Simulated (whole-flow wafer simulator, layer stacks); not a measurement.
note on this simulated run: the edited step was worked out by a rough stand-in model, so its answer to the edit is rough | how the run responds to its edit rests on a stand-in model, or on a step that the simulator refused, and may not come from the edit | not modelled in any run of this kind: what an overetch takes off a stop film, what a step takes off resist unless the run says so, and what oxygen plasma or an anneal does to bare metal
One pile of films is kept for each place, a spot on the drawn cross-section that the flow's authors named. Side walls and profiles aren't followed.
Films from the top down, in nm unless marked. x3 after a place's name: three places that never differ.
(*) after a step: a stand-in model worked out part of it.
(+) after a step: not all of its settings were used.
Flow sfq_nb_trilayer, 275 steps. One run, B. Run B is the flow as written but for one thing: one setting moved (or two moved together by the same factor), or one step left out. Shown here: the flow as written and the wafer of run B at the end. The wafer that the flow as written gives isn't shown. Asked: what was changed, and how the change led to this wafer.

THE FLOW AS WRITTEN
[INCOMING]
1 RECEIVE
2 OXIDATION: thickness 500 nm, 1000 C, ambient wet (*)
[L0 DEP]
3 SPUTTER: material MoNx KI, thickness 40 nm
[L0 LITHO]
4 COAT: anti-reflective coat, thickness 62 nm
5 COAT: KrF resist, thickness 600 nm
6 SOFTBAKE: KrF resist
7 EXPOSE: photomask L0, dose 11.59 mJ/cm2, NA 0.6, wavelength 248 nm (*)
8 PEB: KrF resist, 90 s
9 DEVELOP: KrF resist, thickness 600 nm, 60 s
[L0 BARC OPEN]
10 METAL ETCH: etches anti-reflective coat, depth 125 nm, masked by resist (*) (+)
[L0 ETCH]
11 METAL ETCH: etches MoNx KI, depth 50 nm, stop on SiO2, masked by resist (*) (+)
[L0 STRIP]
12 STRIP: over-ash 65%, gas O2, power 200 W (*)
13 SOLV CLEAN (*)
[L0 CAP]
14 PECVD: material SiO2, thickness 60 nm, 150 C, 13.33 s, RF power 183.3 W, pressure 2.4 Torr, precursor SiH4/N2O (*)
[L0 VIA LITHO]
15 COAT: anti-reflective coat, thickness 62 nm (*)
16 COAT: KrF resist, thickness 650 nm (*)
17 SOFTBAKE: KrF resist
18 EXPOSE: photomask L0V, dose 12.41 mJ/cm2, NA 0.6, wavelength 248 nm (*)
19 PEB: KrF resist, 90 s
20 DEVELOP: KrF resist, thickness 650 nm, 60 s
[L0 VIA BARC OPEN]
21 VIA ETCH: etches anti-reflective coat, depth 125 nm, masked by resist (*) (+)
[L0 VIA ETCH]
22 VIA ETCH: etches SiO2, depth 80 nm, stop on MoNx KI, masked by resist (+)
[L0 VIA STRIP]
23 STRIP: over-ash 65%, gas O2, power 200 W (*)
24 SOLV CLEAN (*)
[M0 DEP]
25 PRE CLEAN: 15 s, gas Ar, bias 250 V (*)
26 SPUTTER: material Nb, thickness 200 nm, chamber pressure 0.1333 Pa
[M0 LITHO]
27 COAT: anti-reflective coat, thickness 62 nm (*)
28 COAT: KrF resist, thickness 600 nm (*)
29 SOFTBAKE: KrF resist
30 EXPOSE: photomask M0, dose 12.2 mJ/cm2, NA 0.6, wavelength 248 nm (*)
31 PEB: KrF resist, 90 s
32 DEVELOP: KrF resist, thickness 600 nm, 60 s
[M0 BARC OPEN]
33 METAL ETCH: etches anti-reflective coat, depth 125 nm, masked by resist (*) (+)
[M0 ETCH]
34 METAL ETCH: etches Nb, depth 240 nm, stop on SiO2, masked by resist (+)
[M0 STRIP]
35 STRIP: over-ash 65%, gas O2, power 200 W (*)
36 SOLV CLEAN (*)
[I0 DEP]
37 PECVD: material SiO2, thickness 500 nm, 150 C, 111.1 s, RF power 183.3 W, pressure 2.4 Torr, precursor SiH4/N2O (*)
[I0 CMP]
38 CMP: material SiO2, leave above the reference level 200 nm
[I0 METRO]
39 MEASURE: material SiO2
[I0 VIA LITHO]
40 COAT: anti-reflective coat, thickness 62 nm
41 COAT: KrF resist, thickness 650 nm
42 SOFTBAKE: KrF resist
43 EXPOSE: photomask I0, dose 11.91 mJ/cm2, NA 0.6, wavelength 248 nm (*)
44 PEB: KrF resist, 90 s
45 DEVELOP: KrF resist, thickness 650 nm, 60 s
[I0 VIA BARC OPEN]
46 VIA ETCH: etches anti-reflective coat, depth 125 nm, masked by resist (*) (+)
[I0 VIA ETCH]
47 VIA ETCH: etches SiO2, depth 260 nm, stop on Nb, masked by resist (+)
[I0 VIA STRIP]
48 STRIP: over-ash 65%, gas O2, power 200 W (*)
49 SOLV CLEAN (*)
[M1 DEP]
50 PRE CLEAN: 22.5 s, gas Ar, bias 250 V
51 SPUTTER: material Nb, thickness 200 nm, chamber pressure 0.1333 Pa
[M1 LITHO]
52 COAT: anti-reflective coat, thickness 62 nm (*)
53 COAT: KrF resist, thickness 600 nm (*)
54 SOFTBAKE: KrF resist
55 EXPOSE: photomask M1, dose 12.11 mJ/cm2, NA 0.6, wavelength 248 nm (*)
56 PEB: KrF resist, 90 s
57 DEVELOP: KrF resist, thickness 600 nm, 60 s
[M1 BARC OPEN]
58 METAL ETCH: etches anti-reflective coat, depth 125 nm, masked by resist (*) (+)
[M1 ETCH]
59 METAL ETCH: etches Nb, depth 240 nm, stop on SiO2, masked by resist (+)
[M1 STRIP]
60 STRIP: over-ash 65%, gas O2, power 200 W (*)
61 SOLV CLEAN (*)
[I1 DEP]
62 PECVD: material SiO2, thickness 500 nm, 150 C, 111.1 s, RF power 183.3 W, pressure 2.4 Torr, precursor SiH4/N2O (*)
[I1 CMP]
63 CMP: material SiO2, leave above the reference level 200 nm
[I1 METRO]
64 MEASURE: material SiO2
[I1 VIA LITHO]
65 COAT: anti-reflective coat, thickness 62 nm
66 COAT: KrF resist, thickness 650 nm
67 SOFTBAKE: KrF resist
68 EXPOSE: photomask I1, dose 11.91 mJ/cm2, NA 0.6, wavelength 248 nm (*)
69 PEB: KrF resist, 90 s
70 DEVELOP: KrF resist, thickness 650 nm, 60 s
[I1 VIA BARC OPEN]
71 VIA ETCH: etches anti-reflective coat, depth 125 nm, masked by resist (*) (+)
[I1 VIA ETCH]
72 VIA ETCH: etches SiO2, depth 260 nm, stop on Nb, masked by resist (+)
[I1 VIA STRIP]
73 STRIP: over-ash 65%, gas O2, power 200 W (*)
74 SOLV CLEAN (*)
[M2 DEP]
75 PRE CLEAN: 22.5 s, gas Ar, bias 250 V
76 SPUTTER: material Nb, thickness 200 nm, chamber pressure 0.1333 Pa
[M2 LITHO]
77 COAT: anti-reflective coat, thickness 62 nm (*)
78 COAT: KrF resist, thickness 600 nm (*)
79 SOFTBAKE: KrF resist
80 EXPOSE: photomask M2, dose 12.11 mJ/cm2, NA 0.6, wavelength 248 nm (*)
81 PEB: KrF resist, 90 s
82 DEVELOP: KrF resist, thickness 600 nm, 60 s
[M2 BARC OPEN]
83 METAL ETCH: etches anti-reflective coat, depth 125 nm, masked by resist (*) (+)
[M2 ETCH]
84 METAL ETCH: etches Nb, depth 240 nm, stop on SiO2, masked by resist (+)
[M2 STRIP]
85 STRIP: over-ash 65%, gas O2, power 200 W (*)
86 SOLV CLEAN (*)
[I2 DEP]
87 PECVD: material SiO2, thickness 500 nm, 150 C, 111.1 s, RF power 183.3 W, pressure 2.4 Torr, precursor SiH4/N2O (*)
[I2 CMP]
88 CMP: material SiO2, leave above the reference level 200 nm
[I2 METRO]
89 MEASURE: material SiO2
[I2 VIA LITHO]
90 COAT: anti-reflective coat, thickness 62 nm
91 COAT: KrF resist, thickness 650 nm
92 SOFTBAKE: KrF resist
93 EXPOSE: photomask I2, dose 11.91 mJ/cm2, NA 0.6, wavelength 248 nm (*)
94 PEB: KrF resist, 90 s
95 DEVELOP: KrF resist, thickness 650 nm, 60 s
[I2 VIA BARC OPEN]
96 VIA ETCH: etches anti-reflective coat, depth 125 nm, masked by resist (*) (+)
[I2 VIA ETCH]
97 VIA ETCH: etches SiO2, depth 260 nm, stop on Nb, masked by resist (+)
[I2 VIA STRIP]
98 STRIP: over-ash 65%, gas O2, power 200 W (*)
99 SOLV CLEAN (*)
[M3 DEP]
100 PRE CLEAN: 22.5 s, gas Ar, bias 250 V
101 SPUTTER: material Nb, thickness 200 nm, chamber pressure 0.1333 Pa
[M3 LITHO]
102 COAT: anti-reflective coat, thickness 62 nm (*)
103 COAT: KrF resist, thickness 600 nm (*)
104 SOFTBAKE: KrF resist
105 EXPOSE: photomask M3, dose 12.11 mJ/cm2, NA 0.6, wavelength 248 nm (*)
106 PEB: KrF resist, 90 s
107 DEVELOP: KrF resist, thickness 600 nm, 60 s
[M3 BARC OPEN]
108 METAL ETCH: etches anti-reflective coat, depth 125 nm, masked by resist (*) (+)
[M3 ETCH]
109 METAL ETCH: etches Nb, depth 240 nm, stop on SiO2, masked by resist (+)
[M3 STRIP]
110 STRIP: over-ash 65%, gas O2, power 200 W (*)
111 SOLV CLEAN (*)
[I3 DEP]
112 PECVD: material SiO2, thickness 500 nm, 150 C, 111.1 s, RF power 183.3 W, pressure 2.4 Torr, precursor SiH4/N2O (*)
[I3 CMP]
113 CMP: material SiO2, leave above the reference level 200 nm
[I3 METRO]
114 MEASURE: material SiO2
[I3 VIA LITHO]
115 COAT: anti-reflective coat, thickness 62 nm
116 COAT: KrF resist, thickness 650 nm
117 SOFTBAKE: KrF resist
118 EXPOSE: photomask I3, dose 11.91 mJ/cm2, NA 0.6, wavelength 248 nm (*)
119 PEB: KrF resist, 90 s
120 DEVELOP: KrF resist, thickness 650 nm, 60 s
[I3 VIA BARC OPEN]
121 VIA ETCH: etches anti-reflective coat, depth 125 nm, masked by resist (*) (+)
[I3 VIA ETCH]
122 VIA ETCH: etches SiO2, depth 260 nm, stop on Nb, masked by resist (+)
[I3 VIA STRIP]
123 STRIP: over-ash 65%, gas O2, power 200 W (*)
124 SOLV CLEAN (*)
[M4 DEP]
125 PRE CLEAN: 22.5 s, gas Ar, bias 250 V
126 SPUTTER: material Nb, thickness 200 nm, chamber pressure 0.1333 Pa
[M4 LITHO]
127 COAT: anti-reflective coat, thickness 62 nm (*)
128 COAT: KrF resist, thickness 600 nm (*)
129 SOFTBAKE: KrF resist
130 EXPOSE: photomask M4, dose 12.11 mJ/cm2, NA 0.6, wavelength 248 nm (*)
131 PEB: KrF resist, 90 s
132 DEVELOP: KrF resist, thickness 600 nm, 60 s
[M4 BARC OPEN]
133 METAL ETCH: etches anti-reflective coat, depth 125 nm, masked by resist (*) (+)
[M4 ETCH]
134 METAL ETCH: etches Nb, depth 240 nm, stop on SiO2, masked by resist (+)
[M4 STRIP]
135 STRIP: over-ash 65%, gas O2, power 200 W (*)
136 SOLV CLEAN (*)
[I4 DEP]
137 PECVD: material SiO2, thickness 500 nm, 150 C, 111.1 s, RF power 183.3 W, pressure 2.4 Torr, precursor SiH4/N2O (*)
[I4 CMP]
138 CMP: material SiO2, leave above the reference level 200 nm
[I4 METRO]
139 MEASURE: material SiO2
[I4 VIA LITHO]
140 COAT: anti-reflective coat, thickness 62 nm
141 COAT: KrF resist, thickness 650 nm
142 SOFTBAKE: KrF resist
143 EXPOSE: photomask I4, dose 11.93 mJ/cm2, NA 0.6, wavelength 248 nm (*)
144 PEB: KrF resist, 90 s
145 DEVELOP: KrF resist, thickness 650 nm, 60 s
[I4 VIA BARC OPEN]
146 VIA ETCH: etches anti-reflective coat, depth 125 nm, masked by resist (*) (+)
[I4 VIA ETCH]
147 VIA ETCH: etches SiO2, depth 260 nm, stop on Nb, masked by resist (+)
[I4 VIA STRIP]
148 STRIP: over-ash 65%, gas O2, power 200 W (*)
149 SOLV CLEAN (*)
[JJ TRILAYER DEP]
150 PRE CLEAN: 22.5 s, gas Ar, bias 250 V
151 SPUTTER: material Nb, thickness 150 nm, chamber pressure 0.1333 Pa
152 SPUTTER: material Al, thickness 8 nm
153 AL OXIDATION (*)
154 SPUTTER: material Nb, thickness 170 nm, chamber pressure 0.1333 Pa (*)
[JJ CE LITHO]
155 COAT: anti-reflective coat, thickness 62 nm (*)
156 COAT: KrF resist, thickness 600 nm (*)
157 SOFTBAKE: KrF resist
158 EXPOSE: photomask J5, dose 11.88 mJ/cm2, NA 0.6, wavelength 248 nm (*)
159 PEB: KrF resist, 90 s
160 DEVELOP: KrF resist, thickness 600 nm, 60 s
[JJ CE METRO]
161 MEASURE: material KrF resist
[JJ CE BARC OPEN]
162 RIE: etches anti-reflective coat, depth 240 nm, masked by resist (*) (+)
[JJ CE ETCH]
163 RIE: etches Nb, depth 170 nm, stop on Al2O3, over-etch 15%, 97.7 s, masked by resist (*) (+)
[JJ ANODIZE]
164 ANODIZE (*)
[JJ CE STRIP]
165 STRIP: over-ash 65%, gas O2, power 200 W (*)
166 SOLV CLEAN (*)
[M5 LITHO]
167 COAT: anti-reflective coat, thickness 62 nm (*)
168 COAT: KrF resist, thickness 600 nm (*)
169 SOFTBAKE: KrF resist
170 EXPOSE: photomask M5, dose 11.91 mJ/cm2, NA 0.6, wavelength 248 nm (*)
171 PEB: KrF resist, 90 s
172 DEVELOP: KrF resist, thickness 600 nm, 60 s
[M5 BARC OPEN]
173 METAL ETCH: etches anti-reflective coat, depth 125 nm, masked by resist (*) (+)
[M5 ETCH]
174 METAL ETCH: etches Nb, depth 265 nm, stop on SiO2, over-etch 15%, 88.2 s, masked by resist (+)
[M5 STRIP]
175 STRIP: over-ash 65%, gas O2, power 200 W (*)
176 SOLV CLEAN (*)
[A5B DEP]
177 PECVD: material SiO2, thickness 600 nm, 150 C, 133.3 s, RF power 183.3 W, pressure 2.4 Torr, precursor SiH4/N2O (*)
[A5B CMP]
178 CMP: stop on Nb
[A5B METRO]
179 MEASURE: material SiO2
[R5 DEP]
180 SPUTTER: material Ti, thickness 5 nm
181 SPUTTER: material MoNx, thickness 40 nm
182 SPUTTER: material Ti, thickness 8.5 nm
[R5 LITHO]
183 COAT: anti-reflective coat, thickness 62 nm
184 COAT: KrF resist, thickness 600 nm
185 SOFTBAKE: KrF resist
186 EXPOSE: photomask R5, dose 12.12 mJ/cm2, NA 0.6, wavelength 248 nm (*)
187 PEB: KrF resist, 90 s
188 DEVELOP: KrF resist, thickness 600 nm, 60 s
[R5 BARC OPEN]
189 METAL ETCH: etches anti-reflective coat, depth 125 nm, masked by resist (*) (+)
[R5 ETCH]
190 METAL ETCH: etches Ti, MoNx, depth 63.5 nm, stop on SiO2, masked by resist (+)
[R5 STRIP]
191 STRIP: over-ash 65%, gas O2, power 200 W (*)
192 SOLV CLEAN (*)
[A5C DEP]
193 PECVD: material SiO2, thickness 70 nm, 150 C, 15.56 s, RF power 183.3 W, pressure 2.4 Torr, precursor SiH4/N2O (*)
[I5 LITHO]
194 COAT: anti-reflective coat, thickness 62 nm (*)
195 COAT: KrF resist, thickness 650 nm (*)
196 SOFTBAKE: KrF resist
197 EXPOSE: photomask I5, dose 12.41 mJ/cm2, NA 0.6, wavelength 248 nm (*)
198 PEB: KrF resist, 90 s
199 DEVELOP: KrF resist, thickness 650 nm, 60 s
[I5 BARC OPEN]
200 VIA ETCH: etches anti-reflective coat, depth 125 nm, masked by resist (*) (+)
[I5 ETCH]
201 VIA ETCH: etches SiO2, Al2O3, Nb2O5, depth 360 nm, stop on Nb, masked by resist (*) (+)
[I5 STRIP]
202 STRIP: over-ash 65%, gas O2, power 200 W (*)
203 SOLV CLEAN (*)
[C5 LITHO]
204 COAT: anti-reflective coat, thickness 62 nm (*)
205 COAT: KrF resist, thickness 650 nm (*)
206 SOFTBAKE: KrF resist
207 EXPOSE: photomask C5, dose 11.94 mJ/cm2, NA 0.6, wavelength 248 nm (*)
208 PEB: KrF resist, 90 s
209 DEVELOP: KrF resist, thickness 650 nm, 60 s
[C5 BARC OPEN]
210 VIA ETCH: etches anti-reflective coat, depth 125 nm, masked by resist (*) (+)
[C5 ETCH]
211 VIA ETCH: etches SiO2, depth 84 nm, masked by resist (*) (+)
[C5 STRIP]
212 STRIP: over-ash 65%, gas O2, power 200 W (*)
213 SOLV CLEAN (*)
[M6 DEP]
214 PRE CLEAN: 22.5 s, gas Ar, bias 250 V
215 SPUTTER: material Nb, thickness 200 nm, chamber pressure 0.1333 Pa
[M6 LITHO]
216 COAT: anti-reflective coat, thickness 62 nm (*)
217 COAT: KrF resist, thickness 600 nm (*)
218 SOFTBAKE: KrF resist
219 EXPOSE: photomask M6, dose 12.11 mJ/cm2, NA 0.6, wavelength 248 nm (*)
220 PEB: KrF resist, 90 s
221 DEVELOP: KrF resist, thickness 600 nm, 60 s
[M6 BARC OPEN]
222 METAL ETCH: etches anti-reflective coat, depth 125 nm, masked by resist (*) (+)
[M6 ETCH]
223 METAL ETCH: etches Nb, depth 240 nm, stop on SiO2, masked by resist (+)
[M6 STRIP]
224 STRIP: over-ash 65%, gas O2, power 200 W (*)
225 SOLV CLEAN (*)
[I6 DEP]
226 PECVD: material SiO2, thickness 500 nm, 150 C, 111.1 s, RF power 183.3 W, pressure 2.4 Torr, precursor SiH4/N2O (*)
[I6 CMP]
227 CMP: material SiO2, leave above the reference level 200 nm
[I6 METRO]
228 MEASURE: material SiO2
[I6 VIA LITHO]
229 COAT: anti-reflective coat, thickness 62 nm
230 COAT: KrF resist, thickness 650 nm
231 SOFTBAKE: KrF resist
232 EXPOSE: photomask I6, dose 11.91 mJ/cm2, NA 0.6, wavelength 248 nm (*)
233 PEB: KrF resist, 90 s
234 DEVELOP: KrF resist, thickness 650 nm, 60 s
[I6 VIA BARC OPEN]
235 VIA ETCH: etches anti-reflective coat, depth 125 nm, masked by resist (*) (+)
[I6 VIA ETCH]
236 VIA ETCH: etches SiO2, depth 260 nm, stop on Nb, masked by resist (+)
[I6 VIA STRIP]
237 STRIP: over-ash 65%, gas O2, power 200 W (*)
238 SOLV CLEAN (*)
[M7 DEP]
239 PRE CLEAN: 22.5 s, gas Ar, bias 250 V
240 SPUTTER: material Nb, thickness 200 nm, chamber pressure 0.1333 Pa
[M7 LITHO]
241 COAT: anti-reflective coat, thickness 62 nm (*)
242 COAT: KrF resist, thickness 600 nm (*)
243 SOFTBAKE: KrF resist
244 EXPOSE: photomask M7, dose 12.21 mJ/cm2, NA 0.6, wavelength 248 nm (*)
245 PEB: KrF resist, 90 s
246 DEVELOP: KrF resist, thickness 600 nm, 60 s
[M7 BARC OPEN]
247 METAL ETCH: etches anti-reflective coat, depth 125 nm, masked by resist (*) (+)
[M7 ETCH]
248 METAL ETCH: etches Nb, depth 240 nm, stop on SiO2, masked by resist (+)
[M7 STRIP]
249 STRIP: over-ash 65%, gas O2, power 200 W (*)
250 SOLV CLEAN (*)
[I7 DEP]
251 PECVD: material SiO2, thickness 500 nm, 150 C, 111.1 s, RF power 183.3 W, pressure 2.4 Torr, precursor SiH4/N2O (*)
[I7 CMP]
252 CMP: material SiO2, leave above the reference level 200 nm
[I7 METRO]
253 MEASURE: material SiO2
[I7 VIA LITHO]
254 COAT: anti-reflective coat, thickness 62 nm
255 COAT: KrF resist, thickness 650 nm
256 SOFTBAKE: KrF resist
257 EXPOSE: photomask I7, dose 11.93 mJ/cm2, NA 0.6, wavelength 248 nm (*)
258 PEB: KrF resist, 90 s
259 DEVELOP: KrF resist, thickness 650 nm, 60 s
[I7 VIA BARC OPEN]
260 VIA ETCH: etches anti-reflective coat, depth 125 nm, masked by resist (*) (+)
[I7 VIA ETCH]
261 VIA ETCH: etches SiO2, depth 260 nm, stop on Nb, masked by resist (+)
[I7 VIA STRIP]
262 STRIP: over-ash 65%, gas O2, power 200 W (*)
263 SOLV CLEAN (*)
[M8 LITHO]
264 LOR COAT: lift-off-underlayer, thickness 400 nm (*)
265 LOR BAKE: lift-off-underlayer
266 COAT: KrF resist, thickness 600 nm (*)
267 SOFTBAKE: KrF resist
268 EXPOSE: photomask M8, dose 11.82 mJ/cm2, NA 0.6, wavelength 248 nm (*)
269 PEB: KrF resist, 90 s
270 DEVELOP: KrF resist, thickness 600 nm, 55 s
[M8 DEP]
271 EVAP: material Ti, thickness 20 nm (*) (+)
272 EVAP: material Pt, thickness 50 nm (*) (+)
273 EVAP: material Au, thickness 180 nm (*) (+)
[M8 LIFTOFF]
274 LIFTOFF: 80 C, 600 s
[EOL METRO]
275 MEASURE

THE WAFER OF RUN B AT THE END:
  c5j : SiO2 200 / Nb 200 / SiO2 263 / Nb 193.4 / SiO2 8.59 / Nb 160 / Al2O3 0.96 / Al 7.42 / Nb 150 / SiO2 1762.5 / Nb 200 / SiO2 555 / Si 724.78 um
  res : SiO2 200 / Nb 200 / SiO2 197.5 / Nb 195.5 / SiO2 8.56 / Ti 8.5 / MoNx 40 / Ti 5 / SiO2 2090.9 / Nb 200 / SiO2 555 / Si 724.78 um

The cause: step 211, VIA ETCH: depth 53.8 nm was run, where the flow has depth 84 nm.

How the change led to this, step by step:
  211 VIA ETCH: etches SiO2, depth 84 nm, masked by resist (*) (+)
      c5j: SiO2 -53.8 (as written it would be: SiO2 -69.9 (all of it), Nb -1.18)
      res: SiO2 -53.8 (as written it would be: SiO2 -69.9 (all of it))
      (and at 104 more places)
  214 PRE CLEAN: 22.5 s, gas Ar, bias 250 V
      c5j: SiO2 -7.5 (as written it would be: Nb -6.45)
      res: SiO2 -7.5 (as written it would be: Ti -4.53)
  215 SPUTTER: material Nb, thickness 200 nm, chamber pressure 0.1333 Pa
      c5j: Nb +193.4 (new film) (as written it would be: Nb +188.4)
  216 COAT: anti-reflective coat, thickness 62 nm (*)
      ce_l: anti-reflective coat +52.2 (new film) (as written it would be: anti-reflective coat +48 (new film))
      c5j: anti-reflective coat +99.1 (new film) (as written it would be: anti-reflective coat +110.7 (new film))
      (and at 3 more places)
  224 STRIP: over-ash 65%, gas O2, power 200 W (*)
      ce_l: KrF resist -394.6 (all of it), anti-reflective coat -52.2 (all of it) (as written it would be: KrF resist -397.1 (all of it), anti-reflective coat -48 (all of it))
      c5j: KrF resist -410.7 (all of it), anti-reflective coat -99.1 (all of it) (as written it would be: KrF resist -418.3 (all of it), anti-reflective coat -110.7 (all of it))
      (and at 3 more places)
  226 PECVD: material SiO2, thickness 500 nm, 150 C, 111.1 s, RF power 183.3 W, pressure 2.4 Torr, precursor SiH4/N2O (*)
      c5j: SiO2 +500 (new film) (as written it would be: SiO2 +514.7 (new film))
  227 CMP: material SiO2, leave above the reference level 200 nm
      c5j: SiO2 -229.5 (as written it would be: SiO2 -223)
      res: SiO2 -295 (as written it would be: SiO2 -279.4)
Counting metal films that touch as one body, c5j has 5 bodies (between them, from the top down: SiO2 263; SiO2 8.59; Al2O3 0.96; SiO2 1762.5); the flow as written gives 4 bodies (between them, from the top down: SiO2 284.2; Al2O3 0.96; SiO2 1762.5).
Counting metal films that touch as one body, res has 4 bodies (between them, from the top down: SiO2 197.5; SiO2 8.56; SiO2 2090.9); the flow as written gives 3 bodies (between them, from the top down: SiO2 213.1; SiO2 2090.9).
